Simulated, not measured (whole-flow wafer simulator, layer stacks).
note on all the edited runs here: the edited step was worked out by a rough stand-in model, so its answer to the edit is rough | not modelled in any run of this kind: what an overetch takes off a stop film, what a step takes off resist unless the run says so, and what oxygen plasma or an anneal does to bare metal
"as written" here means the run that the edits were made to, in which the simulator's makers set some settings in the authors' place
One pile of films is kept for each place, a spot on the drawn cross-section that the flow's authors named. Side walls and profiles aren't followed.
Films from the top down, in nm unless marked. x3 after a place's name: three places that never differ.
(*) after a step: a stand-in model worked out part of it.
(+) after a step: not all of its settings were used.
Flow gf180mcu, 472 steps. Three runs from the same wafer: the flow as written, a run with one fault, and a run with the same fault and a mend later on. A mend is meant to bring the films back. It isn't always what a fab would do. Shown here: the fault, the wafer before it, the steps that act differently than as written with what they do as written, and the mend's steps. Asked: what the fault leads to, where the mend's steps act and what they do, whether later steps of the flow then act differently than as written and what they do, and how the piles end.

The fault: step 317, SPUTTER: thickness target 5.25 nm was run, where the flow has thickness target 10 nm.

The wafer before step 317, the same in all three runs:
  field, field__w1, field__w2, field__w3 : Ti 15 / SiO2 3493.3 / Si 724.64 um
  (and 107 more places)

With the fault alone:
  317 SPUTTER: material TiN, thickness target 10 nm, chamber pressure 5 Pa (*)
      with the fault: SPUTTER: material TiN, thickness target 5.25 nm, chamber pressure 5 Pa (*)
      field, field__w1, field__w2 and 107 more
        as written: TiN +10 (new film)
        with the fault: TiN +5.25 (new film)
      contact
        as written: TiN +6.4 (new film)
        with the fault: TiN +3.37 (new film)
  Later steps of the flow that act differently than as written (1 more step differs only slightly, by at most 2% or 0.5 nm, whichever is larger, and isn't shown):
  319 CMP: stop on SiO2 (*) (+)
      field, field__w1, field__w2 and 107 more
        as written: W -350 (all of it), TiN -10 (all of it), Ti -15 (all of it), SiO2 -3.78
        with the fault: W -350 (all of it), TiN -5.25 (all of it), Ti -15 (all of it), SiO2 -3.74
  At the end the piles differ from the flow's by more than 2% or 0.5 nm, whichever is larger, at contact.
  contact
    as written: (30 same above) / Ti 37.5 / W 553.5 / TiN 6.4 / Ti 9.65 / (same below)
    with the fault: (30 same above) / Ti 37.5 / W 556.6 / TiN 3.37 / Ti 9.65 / (same below)

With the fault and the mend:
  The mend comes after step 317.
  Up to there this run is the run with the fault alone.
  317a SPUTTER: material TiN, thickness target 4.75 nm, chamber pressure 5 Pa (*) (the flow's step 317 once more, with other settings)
      field, field__w1, field__w2 and 107 more
        TiN +4.75
      contact
        TiN +3.04
  No later step of the flow acts differently than as written at any place that is followed.
  At the end the piles are the same as the flow's at every place that both follow.
